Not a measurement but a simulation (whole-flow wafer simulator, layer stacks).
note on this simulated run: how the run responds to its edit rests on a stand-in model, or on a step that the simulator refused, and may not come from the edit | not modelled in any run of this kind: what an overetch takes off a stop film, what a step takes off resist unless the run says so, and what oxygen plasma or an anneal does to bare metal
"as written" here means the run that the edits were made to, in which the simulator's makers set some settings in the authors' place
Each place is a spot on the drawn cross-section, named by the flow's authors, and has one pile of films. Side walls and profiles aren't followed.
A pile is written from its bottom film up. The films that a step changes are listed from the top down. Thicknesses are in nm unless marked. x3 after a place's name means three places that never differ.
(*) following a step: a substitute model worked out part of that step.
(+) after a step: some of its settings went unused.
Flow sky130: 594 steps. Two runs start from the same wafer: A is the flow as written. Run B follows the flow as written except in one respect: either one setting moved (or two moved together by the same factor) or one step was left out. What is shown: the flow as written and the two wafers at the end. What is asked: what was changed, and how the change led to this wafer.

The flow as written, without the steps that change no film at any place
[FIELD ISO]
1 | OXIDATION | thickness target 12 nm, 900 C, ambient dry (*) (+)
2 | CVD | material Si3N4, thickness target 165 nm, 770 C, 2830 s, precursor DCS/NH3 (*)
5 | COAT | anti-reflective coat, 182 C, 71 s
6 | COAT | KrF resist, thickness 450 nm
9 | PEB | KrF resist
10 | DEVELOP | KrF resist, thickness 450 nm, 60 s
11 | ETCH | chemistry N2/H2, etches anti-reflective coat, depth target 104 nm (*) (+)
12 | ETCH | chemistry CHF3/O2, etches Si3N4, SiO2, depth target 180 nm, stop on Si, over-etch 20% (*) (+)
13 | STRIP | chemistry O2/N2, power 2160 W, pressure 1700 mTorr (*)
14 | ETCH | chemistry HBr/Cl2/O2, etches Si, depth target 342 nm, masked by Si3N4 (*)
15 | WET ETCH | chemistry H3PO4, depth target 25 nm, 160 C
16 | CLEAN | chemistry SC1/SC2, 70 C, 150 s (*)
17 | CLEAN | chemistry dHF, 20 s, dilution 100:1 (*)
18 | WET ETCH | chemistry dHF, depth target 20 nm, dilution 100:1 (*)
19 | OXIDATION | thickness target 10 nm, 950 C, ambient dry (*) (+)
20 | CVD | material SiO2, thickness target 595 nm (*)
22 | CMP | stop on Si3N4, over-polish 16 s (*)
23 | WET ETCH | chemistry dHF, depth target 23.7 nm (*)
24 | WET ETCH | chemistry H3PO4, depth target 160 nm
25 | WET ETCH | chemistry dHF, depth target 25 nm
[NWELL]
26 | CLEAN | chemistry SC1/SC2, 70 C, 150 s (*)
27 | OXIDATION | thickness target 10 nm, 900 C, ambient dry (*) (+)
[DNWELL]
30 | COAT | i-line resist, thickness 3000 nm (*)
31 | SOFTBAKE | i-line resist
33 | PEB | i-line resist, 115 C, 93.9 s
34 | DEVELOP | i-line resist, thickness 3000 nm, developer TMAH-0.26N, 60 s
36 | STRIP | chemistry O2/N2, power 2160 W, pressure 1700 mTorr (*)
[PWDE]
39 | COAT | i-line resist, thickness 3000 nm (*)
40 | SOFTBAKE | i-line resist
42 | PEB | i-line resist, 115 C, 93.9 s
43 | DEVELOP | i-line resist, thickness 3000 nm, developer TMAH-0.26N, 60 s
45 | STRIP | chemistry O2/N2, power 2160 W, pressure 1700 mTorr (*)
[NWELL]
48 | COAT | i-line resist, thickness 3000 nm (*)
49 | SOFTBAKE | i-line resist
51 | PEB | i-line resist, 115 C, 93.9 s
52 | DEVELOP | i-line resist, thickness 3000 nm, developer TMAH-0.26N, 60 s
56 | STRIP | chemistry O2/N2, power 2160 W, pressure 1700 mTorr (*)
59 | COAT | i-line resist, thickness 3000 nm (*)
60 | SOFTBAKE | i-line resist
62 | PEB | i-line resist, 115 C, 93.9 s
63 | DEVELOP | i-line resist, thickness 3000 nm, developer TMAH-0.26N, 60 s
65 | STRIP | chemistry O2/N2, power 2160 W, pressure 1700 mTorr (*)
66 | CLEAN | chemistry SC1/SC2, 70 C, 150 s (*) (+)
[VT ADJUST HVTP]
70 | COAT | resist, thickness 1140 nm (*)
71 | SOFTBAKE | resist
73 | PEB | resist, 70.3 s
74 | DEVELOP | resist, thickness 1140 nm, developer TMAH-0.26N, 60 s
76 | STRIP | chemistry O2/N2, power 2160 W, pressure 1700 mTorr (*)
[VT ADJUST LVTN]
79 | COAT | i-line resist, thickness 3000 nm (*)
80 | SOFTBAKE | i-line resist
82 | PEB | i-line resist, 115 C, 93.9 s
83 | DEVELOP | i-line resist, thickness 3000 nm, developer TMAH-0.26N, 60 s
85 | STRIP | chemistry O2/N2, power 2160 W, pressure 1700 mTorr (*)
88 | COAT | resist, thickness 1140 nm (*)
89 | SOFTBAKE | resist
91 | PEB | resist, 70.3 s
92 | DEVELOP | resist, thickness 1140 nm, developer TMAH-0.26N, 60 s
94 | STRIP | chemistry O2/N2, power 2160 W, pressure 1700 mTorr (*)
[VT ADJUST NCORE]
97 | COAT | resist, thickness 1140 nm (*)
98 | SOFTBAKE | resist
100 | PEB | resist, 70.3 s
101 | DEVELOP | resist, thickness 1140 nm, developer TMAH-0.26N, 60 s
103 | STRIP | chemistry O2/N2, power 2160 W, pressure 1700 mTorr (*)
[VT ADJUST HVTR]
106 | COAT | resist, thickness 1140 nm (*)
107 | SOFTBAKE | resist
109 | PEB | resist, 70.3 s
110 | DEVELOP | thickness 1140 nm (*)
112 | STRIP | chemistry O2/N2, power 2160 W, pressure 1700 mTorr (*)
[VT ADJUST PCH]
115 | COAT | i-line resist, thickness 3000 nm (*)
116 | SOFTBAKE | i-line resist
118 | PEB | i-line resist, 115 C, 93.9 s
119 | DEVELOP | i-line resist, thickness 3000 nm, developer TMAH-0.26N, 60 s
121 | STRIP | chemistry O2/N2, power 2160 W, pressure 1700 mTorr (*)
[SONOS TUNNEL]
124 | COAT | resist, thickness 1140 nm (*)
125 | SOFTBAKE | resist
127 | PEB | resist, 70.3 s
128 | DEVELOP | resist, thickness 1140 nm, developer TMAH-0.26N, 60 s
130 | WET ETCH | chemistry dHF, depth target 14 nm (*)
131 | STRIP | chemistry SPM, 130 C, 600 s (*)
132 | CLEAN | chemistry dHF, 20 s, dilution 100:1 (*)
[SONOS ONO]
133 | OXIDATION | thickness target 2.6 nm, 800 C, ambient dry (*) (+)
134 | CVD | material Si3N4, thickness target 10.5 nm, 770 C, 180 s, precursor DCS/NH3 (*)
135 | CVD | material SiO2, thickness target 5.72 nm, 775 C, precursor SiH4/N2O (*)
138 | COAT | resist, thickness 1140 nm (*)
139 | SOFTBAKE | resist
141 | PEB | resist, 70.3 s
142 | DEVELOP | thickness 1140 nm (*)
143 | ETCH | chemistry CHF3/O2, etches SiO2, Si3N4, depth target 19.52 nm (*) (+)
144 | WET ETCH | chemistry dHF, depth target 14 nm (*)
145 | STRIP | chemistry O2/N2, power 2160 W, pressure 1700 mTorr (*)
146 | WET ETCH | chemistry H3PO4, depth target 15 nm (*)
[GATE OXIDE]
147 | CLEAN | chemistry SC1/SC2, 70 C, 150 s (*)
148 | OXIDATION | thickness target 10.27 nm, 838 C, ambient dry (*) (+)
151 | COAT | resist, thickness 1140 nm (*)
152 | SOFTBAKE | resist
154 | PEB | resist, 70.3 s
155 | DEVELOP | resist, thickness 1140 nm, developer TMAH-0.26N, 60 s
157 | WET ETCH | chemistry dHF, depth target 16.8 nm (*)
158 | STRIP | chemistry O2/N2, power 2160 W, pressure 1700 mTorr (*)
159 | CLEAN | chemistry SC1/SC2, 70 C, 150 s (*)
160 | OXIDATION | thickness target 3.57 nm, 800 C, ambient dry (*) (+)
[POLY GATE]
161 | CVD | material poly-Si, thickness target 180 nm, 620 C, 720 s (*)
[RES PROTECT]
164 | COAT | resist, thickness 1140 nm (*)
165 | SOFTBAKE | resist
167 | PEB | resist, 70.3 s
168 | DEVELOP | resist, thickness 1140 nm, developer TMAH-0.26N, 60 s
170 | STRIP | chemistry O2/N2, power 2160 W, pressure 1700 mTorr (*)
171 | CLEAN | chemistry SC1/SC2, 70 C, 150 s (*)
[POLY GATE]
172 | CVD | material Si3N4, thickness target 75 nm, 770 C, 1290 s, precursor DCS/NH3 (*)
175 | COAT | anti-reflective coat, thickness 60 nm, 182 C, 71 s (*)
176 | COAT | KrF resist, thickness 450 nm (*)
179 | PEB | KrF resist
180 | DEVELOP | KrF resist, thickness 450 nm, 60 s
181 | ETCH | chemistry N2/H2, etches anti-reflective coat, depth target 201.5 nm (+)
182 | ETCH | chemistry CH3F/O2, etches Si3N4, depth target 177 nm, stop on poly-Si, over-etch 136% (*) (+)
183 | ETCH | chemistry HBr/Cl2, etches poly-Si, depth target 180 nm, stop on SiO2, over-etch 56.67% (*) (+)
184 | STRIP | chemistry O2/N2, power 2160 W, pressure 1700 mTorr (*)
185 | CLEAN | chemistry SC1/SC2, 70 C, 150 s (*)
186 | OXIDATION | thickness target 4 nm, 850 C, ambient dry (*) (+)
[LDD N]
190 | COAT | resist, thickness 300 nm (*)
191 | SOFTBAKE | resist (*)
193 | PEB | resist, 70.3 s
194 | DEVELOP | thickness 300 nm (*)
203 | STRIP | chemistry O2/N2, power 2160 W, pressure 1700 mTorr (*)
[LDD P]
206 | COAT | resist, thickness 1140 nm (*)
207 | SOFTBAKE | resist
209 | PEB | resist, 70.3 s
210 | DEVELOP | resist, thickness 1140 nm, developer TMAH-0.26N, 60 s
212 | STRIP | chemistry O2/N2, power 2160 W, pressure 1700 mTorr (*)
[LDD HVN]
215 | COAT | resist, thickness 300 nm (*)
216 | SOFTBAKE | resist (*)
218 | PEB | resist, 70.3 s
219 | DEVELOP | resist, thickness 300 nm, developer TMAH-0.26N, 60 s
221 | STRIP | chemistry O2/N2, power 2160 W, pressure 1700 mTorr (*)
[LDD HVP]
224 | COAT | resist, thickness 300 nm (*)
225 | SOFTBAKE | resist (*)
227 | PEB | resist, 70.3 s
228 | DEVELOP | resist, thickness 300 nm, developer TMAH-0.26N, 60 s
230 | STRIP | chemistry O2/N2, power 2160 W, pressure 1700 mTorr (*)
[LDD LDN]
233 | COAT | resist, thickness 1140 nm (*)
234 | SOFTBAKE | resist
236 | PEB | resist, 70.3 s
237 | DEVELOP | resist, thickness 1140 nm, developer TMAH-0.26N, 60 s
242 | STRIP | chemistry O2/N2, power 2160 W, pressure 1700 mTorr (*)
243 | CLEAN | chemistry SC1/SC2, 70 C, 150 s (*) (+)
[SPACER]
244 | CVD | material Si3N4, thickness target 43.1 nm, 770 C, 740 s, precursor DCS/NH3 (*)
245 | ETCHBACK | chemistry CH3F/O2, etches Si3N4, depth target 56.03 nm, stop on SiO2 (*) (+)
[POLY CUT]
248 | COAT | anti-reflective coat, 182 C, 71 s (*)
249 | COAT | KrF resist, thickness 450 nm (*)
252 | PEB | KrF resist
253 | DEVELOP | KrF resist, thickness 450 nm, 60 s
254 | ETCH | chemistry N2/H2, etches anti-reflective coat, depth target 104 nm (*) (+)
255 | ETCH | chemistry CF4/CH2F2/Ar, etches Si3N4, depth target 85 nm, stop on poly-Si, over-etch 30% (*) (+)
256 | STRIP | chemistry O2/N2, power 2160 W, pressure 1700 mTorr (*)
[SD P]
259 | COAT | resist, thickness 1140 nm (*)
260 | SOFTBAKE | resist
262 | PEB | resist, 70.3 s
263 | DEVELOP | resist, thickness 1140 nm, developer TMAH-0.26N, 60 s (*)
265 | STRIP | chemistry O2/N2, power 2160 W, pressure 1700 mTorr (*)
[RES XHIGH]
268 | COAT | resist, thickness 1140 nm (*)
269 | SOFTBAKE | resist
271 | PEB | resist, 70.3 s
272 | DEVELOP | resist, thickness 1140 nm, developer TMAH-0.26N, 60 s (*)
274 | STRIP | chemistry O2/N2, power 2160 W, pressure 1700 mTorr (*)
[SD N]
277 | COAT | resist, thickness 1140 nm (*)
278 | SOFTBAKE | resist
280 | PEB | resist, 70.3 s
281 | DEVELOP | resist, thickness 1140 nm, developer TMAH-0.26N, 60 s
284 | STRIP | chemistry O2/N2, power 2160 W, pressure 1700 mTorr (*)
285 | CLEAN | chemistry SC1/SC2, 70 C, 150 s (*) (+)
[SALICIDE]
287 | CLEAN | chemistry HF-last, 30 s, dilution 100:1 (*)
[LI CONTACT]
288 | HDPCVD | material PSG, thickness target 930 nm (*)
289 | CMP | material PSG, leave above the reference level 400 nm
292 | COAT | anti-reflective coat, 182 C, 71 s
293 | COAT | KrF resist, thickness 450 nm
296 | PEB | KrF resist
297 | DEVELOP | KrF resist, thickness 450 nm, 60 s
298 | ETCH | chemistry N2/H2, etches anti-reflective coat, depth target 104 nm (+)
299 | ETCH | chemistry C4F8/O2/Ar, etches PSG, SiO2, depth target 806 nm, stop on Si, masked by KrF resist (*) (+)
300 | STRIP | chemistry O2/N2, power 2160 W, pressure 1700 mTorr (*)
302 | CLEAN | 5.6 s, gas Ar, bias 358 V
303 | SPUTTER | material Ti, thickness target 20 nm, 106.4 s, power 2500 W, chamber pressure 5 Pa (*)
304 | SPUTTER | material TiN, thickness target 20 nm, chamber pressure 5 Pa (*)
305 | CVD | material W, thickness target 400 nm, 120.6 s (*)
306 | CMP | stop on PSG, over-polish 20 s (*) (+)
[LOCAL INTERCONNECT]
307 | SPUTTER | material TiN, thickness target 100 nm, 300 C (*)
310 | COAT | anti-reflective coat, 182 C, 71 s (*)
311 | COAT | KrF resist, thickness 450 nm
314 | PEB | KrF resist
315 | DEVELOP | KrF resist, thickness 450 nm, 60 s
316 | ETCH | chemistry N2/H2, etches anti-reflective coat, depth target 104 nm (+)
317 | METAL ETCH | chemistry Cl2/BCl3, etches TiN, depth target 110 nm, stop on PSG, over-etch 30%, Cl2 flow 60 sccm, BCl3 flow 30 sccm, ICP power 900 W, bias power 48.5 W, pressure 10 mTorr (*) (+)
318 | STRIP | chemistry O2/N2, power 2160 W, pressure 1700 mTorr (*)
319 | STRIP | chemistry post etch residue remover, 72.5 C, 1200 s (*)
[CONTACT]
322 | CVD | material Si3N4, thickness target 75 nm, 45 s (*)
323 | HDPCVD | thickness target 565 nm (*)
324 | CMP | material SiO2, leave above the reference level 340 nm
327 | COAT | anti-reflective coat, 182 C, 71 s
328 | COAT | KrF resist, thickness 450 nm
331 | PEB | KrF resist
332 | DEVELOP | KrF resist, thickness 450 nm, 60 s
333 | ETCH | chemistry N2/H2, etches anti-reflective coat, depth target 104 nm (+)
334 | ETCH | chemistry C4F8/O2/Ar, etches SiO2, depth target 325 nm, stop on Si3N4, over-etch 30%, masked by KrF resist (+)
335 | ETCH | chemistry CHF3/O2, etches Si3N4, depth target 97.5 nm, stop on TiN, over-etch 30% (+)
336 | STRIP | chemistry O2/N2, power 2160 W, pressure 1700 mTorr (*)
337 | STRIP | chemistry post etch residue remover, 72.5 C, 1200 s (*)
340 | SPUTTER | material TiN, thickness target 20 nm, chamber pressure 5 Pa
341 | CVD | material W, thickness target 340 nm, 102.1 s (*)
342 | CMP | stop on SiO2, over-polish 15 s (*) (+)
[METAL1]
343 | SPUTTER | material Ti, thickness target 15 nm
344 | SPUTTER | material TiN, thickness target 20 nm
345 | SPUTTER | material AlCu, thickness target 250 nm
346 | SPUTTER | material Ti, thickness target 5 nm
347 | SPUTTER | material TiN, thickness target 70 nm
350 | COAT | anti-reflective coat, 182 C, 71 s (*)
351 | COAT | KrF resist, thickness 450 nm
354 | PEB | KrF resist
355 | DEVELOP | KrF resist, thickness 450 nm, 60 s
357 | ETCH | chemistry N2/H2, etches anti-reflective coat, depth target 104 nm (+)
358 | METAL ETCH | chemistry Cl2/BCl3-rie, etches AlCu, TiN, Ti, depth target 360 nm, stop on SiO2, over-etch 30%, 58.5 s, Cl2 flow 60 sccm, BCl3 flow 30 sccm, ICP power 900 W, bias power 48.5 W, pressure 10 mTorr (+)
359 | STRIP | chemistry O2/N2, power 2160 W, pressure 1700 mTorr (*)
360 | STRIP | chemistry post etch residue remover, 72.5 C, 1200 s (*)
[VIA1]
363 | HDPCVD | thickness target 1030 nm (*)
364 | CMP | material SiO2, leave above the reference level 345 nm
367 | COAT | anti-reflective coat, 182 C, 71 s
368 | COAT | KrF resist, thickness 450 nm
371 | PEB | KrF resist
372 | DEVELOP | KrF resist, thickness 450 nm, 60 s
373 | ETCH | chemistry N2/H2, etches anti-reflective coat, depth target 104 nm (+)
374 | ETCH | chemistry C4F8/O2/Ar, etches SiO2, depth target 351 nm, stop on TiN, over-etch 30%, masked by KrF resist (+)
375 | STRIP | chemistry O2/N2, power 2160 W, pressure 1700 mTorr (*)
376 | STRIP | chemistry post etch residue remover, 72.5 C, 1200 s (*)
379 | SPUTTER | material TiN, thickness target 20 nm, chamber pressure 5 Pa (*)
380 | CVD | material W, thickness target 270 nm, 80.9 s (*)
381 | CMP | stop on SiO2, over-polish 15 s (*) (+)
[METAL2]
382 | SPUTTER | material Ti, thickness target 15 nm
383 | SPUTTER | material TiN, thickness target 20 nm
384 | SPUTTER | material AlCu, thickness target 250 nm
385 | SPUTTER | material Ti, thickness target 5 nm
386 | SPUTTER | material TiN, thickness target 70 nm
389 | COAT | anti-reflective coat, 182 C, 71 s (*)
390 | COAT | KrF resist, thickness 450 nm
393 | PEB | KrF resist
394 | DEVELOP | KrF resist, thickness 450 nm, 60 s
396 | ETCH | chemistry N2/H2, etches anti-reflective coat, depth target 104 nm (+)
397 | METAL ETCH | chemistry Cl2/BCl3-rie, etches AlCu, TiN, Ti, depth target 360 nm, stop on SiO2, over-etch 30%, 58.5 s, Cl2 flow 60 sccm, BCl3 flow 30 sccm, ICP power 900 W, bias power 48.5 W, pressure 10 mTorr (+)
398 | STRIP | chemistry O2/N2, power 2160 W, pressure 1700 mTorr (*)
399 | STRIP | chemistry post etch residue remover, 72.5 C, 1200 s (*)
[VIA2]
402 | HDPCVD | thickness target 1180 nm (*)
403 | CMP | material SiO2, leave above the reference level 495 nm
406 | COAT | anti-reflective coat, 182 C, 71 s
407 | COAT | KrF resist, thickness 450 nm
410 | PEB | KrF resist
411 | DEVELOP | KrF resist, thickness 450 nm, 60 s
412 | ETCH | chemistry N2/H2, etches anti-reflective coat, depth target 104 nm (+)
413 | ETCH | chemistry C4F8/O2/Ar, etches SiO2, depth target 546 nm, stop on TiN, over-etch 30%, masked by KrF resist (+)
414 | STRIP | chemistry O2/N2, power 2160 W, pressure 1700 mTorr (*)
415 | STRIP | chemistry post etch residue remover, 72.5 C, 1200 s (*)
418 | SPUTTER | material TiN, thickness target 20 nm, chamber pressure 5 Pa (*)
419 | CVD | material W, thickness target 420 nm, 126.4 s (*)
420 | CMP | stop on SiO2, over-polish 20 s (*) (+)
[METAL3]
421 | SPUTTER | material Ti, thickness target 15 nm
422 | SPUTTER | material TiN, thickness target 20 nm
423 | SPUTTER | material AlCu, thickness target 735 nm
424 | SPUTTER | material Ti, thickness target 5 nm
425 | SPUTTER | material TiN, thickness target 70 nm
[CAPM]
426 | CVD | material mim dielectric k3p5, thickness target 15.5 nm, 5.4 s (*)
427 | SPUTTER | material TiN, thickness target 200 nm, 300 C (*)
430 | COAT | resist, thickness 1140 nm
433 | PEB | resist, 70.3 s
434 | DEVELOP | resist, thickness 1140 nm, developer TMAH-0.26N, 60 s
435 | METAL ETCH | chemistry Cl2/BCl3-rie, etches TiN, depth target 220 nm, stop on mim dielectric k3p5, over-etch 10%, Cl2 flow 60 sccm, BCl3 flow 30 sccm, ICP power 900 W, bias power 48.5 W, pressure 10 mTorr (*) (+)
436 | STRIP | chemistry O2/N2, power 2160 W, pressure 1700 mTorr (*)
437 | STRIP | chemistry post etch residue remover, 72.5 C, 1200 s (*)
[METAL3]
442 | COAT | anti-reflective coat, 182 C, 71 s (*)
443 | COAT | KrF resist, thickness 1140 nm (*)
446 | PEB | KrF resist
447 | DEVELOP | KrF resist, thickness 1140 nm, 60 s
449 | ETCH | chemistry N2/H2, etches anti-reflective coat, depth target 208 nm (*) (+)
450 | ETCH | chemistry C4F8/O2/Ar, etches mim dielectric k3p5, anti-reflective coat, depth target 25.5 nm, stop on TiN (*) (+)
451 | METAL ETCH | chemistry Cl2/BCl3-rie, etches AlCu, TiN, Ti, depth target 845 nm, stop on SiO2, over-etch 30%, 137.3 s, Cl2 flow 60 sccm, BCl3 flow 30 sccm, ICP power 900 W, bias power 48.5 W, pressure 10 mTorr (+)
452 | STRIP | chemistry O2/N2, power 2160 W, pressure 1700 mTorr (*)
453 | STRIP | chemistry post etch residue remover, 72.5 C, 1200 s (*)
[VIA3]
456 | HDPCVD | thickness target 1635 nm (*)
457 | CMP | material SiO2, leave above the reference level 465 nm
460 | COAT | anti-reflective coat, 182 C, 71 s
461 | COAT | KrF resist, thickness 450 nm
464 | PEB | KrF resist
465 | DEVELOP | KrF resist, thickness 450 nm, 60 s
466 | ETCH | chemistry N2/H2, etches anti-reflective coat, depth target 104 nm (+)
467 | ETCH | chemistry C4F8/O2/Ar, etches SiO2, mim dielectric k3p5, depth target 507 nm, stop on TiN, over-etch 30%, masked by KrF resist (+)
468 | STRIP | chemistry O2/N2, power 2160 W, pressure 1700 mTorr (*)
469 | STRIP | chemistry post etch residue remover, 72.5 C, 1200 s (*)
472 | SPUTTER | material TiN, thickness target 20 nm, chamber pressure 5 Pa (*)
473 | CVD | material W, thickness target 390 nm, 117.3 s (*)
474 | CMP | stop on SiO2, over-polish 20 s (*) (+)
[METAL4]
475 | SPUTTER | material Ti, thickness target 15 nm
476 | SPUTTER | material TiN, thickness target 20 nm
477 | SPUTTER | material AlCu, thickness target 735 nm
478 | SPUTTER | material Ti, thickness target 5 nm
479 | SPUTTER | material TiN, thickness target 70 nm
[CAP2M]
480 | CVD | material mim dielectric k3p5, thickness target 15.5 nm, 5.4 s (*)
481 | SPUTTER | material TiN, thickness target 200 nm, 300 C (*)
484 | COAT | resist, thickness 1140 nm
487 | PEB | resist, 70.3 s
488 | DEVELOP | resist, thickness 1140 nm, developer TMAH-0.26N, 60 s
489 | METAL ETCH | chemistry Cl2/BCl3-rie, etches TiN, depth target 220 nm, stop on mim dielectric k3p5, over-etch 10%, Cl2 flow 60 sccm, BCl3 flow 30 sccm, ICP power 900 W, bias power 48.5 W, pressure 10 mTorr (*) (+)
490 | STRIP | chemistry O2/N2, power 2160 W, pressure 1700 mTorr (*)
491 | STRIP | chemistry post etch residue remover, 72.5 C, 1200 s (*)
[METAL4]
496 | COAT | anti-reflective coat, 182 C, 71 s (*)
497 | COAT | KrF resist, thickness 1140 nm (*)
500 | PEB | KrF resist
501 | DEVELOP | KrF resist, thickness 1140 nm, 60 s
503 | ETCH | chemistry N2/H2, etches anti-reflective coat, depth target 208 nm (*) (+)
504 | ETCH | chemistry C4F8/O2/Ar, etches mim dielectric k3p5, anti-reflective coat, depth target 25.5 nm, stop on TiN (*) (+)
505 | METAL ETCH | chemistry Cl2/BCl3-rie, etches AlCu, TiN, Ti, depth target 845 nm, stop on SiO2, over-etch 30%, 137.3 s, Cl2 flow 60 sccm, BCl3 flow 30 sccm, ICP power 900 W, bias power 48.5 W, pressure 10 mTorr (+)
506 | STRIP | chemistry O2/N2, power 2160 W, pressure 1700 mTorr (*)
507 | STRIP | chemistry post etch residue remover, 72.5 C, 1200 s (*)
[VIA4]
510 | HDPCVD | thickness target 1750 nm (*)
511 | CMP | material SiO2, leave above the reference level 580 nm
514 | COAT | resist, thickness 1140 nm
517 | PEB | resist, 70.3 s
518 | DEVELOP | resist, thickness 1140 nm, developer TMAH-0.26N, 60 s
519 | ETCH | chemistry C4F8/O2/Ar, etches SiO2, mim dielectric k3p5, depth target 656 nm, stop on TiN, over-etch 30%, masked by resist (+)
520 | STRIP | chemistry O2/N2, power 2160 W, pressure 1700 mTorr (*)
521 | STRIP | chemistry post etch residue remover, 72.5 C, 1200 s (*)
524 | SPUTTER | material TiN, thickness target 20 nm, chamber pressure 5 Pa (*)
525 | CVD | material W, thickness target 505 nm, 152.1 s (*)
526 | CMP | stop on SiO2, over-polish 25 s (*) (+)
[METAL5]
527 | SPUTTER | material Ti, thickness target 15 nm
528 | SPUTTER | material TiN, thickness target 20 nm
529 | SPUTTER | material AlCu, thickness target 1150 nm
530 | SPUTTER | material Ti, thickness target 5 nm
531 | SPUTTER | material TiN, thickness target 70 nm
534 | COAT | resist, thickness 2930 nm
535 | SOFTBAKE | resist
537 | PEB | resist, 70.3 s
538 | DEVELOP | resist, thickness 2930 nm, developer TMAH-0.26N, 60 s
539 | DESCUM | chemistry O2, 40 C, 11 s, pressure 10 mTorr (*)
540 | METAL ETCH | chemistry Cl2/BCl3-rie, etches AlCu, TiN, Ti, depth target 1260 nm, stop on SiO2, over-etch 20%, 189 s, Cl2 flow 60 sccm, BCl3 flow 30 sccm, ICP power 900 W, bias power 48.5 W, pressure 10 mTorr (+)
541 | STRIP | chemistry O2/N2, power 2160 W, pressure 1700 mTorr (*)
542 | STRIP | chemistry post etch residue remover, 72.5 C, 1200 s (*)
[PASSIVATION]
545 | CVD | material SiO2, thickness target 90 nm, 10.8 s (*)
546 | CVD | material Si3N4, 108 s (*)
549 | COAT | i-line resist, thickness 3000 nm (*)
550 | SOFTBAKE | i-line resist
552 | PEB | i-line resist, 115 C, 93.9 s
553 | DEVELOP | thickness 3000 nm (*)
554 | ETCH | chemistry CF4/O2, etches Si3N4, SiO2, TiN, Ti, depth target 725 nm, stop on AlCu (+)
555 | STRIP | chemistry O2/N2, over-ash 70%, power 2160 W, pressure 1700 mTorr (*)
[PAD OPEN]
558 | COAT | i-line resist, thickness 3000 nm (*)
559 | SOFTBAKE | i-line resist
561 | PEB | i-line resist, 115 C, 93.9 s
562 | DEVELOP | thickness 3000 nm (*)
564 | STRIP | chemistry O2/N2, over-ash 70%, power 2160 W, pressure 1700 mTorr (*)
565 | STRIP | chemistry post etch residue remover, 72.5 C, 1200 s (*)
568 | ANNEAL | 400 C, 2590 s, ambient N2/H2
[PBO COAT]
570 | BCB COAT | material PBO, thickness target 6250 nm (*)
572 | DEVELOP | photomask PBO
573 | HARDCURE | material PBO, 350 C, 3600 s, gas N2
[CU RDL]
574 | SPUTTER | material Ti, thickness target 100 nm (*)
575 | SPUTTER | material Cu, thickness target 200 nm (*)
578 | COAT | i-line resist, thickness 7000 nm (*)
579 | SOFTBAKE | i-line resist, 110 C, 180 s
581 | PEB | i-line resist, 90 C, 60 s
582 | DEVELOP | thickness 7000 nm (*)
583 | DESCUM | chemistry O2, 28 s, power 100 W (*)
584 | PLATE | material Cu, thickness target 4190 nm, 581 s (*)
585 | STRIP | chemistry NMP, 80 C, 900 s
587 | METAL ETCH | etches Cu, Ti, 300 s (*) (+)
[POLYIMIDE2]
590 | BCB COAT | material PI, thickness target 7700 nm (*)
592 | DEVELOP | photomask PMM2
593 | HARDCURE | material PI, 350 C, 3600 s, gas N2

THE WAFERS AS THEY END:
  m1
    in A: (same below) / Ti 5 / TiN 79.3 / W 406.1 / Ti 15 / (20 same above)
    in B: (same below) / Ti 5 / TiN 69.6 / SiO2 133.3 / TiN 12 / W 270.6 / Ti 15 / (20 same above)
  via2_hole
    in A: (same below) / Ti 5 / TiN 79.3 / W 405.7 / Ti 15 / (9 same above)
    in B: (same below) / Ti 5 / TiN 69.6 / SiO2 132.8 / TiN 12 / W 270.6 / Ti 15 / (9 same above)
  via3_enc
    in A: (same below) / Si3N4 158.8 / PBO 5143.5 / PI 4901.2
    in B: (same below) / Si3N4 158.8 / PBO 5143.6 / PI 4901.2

Cause: step 413, ETCH: depth target 287 nm was run, whereas the flow has depth target 546 nm.

How this came from the change, step by step:
  413 | ETCH | chemistry C4F8/O2/Ar, etches SiO2, depth target 546 nm, stop on TiN, over-etch 30%, masked by KrF resist (+)
      m1: A SiO2 loses 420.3 (all of it) | B SiO2 loses 287
      via2_hole: A SiO2 loses 419.8 (all of it) | B SiO2 loses 287
      (as well as at 189 more places)
  414 | STRIP | chemistry O2/N2, power 2160 W, pressure 1700 mTorr (*)
      field, active, n_well and 186 more: A KrF resist loses 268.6 (all of it), anti-reflective coat loses 80 (all of it) | B KrF resist loses 320.4 (all of it), anti-reflective coat loses 80 (all of it)
  418 | SPUTTER | material TiN, thickness target 20 nm, chamber pressure 5 Pa (*)
      m1, via2_hole: A TiN gains 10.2 | B TiN gains 12 (new film)
  419 | CVD | material W, thickness target 420 nm, 126.4 s (*)
      m1: A W gains 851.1 (new film) | B W gains 715.6 (new film)
      via2_hole: A W gains 850.7 (new film) | B W gains 715.6 (new film)
If metal films that touch count as one body, m1 has 3 bodies (between them, from the top down: SiO2 133.3; SiO2 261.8 / Si3N4 75); the flow as written gives 2 bodies (between them, from the top down: SiO2 261.8 / Si3N4 75).
If metal films that touch count as one body, via2_hole has 2 bodies (between them, from the top down: SiO2 132.8); the flow as written gives 1 body.
